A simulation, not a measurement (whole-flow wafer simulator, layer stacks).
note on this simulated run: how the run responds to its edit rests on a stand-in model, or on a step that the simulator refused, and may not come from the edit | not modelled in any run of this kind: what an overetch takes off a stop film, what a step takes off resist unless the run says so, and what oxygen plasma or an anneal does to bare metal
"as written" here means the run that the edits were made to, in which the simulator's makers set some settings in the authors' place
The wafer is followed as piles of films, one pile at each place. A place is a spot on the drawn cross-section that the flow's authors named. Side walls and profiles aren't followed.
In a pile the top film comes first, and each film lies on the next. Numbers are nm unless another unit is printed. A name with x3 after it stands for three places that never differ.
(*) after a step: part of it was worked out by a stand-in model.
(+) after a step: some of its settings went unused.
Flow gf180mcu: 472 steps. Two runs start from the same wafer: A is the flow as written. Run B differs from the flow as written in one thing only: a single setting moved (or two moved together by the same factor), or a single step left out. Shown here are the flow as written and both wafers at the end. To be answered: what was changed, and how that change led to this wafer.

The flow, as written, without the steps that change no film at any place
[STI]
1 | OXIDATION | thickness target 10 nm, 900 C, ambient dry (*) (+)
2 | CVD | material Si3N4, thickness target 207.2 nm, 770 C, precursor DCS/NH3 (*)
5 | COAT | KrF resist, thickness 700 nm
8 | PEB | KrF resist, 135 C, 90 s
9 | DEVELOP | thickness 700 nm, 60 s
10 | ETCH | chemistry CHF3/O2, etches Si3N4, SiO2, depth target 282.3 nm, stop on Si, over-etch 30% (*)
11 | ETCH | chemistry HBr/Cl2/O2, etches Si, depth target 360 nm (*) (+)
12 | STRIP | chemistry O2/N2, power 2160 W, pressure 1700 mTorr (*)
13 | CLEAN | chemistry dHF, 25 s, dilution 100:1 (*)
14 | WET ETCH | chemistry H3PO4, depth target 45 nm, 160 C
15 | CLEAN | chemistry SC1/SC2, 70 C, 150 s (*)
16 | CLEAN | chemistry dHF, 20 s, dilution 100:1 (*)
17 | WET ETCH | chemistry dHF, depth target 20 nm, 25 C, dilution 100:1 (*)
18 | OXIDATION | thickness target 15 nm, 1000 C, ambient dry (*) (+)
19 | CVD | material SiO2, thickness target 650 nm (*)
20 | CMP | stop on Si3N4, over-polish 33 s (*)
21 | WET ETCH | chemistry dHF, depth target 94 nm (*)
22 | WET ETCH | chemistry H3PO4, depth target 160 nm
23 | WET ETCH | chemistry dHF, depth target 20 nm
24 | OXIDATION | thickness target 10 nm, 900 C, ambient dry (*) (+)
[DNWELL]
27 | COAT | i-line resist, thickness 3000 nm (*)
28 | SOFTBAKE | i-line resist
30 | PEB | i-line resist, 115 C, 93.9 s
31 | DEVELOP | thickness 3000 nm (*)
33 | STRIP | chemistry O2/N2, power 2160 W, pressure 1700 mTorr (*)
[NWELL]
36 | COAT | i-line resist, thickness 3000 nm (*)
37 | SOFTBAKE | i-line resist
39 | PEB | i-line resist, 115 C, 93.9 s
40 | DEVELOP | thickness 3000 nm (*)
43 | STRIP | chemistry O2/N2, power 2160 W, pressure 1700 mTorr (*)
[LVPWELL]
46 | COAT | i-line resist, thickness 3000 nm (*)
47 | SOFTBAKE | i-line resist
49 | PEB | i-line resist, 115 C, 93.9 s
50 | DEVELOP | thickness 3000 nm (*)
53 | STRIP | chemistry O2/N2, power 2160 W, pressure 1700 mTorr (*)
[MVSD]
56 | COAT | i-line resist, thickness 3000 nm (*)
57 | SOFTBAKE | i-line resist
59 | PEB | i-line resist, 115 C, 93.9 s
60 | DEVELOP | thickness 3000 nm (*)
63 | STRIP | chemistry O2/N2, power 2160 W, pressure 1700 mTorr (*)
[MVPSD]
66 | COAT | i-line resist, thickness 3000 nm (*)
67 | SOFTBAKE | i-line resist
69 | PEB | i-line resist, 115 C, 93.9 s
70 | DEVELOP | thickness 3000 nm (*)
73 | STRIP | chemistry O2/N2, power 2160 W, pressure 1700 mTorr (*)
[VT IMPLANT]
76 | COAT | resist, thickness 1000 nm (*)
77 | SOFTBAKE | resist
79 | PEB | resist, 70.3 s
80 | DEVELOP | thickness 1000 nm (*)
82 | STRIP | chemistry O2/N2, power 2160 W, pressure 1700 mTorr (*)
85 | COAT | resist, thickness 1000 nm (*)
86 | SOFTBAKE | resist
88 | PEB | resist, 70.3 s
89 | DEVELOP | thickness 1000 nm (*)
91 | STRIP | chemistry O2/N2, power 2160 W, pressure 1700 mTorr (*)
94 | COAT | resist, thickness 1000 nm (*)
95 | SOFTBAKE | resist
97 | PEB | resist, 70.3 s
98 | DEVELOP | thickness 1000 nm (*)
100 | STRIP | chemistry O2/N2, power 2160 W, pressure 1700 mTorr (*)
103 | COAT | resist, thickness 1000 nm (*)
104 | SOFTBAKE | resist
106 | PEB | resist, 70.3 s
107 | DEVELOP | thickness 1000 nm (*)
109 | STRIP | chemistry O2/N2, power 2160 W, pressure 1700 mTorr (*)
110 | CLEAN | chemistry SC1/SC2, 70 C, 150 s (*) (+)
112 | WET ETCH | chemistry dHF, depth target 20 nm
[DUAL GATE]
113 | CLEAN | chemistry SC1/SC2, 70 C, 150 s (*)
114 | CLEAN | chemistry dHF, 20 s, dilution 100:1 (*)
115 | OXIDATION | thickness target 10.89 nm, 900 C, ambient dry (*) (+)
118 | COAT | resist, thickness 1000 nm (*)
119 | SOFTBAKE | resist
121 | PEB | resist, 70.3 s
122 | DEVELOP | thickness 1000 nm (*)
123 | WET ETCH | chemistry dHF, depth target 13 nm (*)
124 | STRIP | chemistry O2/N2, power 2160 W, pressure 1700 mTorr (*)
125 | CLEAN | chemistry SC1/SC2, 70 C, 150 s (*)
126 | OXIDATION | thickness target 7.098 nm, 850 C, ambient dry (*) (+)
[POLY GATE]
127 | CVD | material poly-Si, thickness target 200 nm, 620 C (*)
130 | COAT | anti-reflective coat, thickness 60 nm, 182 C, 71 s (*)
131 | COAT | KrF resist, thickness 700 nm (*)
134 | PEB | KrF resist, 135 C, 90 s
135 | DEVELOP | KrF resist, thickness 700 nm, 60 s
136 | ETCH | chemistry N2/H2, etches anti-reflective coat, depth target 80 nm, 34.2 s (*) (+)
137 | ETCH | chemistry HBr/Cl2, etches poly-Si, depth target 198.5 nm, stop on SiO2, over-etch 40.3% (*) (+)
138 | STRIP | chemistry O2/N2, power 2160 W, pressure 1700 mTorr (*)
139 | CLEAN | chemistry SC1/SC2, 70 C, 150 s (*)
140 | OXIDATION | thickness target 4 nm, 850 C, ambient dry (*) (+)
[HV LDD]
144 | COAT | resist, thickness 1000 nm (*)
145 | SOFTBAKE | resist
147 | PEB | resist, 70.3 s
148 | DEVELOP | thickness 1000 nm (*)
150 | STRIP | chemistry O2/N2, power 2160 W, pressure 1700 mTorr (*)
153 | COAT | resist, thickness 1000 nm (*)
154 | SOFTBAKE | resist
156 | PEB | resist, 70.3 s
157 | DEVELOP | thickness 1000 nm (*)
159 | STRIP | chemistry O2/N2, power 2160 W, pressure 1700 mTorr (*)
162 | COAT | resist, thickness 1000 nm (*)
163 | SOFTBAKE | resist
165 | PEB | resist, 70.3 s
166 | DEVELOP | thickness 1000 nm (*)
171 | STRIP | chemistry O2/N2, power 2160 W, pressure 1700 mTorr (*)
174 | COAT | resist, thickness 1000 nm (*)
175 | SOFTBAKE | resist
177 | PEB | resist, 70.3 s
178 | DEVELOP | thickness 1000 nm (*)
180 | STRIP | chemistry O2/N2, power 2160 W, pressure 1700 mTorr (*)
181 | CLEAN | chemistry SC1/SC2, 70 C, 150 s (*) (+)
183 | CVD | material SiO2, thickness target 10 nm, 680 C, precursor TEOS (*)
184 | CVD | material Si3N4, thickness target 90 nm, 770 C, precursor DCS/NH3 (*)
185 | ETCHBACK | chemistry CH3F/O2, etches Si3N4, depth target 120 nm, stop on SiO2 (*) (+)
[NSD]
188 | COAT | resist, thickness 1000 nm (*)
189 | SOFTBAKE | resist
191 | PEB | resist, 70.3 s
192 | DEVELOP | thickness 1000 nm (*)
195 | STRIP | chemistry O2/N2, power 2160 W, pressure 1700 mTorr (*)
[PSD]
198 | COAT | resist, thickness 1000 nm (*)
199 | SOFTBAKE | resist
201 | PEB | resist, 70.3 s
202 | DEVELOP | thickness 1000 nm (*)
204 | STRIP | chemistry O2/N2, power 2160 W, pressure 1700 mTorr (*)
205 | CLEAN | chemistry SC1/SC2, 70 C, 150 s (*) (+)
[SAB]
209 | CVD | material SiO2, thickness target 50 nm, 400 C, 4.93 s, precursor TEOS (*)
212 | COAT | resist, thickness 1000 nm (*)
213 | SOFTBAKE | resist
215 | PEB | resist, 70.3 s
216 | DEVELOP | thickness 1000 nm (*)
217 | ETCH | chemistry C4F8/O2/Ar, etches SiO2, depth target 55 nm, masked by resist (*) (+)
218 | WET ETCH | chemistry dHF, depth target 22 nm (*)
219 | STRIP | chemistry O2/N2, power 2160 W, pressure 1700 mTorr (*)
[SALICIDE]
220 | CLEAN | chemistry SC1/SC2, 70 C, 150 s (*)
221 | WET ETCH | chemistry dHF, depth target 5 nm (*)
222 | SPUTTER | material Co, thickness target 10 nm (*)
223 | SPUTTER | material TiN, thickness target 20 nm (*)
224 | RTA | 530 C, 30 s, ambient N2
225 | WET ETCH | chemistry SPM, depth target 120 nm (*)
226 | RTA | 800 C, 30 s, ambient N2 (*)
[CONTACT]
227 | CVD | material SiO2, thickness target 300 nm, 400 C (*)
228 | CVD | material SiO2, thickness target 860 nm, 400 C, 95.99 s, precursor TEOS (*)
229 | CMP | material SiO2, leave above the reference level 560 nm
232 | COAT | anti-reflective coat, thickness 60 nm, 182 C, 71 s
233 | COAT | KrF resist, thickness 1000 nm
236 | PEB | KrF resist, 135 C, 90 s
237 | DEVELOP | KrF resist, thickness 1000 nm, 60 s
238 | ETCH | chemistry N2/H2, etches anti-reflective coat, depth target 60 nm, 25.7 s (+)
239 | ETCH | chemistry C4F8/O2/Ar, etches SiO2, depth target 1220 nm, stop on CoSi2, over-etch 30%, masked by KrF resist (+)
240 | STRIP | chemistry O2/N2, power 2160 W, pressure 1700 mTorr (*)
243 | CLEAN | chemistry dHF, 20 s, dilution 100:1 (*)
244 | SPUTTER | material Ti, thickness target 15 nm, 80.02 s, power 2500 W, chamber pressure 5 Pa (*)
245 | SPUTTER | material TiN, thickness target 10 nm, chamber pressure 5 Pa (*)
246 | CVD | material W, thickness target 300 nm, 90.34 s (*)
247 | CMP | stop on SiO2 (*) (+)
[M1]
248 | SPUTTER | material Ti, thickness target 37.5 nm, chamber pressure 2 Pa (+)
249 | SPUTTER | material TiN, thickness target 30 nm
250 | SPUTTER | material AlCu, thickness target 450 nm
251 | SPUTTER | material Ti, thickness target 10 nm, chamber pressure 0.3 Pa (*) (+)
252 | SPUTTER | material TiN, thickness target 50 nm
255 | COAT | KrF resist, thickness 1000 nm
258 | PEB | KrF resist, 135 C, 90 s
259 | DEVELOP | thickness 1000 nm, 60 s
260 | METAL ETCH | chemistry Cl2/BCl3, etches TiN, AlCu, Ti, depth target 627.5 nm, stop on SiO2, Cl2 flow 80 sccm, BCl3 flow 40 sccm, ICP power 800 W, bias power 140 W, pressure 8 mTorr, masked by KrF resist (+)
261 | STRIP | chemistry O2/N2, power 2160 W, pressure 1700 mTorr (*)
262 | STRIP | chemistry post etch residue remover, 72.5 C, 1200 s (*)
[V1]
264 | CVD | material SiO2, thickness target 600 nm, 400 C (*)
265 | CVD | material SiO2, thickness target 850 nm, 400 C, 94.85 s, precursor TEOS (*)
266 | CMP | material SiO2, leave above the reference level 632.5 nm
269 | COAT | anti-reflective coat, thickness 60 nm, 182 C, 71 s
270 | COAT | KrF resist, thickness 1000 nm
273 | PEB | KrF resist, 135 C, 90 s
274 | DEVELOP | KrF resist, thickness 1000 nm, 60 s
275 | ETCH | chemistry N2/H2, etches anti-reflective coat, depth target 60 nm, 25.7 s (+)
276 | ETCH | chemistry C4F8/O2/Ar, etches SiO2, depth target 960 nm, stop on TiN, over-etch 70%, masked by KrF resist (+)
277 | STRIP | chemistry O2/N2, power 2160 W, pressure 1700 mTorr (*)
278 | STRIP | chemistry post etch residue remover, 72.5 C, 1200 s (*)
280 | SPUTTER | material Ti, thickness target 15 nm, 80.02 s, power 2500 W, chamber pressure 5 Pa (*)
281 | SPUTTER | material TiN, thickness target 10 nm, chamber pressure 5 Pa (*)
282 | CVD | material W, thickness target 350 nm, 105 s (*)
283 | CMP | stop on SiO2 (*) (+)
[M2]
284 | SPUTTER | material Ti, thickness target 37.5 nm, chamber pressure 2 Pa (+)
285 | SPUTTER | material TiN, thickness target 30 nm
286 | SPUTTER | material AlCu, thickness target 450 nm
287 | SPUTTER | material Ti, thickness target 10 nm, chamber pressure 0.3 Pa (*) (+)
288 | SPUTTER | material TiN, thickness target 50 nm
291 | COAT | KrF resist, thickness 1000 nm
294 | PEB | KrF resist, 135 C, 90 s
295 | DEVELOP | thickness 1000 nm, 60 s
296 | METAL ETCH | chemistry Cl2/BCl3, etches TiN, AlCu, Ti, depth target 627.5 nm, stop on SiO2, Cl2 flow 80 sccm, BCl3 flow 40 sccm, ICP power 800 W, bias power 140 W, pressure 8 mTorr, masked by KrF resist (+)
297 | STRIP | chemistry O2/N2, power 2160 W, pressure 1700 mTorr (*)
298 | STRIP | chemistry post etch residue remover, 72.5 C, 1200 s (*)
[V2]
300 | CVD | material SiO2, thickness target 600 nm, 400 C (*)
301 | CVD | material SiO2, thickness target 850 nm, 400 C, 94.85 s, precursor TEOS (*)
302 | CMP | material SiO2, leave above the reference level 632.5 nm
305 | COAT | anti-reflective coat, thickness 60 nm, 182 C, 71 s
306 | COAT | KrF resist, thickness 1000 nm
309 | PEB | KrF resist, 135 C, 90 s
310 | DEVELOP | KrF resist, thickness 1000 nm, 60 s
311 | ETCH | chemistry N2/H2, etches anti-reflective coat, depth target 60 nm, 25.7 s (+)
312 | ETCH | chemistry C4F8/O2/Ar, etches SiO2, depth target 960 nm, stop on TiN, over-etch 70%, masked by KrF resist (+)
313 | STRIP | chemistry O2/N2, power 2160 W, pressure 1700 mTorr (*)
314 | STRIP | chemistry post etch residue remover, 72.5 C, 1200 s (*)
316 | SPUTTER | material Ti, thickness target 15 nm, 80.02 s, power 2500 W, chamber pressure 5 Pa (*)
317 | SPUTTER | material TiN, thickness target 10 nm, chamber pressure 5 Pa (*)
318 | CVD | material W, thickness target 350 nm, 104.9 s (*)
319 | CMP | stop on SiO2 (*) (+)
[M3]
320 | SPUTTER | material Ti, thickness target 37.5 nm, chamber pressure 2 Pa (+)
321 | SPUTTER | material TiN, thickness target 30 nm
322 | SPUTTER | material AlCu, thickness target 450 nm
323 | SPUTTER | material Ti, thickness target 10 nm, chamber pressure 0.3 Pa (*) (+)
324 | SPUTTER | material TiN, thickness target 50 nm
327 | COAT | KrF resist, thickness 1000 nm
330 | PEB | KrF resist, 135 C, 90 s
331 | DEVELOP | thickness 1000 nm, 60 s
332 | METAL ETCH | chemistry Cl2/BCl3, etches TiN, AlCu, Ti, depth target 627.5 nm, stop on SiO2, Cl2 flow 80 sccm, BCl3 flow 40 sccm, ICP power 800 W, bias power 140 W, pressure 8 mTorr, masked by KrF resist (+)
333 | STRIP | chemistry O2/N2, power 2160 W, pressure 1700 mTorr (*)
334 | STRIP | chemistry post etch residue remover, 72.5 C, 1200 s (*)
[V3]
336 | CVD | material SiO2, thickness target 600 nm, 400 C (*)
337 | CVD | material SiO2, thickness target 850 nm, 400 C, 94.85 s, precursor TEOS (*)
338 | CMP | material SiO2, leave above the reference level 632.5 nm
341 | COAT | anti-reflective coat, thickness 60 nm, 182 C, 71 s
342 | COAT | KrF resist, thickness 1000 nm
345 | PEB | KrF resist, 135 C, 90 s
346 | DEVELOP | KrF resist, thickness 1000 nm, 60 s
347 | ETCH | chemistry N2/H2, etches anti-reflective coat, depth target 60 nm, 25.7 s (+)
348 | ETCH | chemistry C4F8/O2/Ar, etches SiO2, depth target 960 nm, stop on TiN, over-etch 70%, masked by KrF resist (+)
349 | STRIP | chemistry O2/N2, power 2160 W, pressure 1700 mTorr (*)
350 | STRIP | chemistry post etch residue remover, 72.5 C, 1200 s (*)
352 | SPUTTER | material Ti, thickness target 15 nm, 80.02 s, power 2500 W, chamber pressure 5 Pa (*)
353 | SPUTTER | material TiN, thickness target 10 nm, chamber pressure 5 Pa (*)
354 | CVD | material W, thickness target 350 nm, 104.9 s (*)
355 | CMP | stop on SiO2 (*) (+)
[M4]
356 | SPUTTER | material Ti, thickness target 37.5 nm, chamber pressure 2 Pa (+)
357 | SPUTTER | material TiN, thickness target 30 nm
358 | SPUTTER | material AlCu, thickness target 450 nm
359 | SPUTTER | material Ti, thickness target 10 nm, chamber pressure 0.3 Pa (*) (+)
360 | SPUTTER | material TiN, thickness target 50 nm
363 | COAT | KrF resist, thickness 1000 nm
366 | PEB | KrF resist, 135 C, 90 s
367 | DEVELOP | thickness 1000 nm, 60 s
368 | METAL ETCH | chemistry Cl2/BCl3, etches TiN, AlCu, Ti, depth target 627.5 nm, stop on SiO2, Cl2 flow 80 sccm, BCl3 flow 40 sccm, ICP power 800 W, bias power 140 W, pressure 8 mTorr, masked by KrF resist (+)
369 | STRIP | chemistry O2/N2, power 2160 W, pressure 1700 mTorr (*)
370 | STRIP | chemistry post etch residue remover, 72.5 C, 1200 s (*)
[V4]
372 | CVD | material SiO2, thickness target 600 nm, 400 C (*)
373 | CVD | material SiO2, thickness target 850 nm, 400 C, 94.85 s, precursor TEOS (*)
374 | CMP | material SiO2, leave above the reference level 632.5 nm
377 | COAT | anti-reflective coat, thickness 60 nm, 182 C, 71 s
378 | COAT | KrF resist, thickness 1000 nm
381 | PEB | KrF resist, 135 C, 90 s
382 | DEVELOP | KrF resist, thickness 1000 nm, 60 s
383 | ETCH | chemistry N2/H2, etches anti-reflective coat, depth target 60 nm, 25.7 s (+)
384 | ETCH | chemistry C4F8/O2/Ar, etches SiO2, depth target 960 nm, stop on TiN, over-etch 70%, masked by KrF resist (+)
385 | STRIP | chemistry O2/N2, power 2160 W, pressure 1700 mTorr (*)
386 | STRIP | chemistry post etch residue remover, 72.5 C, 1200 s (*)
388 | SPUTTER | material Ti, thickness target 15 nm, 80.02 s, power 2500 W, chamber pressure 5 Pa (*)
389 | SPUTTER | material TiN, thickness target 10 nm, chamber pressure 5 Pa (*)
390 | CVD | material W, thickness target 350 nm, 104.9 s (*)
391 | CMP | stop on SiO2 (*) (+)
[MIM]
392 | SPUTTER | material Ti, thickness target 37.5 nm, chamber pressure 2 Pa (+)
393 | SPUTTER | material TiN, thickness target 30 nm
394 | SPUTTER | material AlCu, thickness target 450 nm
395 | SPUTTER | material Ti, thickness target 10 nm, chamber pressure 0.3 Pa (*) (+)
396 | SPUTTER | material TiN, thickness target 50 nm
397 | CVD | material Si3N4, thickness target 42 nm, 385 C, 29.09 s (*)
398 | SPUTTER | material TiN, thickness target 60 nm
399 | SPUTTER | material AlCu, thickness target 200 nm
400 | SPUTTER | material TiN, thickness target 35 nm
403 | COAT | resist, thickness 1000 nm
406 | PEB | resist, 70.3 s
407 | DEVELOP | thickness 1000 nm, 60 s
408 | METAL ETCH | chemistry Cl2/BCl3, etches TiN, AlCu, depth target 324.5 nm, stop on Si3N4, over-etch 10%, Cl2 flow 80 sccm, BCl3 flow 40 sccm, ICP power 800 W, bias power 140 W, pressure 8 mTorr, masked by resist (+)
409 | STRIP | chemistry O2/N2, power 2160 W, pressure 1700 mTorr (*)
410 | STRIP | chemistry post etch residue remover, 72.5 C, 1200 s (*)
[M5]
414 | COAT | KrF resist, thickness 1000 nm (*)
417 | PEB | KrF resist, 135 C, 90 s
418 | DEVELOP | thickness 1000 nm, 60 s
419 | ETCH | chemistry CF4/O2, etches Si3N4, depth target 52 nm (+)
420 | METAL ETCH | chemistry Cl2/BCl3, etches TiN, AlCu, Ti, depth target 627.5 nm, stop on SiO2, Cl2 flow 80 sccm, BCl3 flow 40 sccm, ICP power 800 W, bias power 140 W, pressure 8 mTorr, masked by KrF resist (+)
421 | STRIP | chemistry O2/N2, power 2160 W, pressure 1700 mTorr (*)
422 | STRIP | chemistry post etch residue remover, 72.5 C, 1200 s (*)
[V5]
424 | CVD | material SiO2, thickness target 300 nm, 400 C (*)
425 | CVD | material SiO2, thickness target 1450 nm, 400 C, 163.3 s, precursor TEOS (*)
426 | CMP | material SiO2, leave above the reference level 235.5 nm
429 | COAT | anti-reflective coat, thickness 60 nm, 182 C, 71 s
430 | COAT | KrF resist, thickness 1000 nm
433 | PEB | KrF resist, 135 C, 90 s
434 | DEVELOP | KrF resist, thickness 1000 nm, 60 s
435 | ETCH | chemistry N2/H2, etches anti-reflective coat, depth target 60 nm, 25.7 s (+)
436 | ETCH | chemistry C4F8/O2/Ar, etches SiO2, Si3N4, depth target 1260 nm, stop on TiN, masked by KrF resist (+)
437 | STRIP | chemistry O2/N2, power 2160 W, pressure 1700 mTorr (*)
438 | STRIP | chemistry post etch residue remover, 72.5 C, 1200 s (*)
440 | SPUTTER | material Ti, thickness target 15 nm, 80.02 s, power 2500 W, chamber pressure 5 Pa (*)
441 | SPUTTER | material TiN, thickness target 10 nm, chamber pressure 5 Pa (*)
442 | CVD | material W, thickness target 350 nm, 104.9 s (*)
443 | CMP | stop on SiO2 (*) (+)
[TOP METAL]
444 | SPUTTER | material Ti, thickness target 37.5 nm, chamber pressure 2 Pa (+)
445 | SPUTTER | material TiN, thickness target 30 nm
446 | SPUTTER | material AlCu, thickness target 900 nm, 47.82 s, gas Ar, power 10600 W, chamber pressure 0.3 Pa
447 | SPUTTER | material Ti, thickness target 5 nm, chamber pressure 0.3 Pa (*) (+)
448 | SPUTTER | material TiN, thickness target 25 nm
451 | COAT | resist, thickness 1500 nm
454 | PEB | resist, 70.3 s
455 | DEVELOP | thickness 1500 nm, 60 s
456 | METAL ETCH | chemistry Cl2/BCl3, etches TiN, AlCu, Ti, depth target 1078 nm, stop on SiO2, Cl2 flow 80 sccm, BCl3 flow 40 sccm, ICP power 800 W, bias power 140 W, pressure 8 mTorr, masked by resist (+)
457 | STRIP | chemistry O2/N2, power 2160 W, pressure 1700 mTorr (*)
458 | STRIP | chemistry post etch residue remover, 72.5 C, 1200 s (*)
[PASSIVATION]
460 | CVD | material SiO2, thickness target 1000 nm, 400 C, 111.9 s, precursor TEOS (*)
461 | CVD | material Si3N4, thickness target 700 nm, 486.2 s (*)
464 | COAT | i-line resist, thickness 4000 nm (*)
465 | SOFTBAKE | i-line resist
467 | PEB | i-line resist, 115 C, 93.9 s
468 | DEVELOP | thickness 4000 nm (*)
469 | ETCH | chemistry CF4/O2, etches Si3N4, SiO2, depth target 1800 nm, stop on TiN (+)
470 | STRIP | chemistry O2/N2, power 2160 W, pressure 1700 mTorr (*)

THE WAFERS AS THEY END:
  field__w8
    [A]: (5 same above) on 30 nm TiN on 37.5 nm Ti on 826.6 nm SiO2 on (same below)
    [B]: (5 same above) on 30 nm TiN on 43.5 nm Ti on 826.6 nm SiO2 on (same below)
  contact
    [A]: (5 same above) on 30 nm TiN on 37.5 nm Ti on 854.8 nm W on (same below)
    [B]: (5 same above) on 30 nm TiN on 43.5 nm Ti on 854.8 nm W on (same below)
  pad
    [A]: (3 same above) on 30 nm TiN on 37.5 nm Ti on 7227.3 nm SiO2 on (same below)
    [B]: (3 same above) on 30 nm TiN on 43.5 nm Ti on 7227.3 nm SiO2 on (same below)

What caused this: step 444, SPUTTER: thickness target 43.5 nm was run, though the flow has thickness target 37.5 nm.
The wafer lets one read it off: field__w8 has Ti 43.5, and step 444 as written asks for 37.5 nm.

Step by step, how the change led to this:
  444 | SPUTTER | material Ti, thickness target 37.5 nm, chamber pressure 2 Pa (+)
      field, field__w1, field__w2 and 109 more: A Ti gains 37.5 (new film) | B Ti gains 43.5 (new film)
  456 | METAL ETCH | chemistry Cl2/BCl3, etches TiN, AlCu, Ti, depth target 1078 nm, stop on SiO2, Cl2 flow 80 sccm, BCl3 flow 40 sccm, ICP power 800 W, bias power 140 W, pressure 8 mTorr, masked by resist (+)
      field, field__w1, field__w2 and 103 more: A TiN loses 25 (all of it), Ti loses 5 (all of it), AlCu loses 900 (all of it), TiN loses 30 (all of it), Ti loses 37.5 (all of it) | B TiN loses 25 (all of it), Ti loses 5 (all of it), AlCu loses 900 (all of it), TiN loses 30 (all of it), Ti loses 43.5 (all of it)
  465 | SOFTBAKE | i-line resist
      gate: A i-line resist gains 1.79 | B i-line resist loses 0.31
      ld_acc_p, ld_fp_p, ld_drift_p: A i-line resist gains 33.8 | B i-line resist gains 27.2
      (and at 56 other places as well)
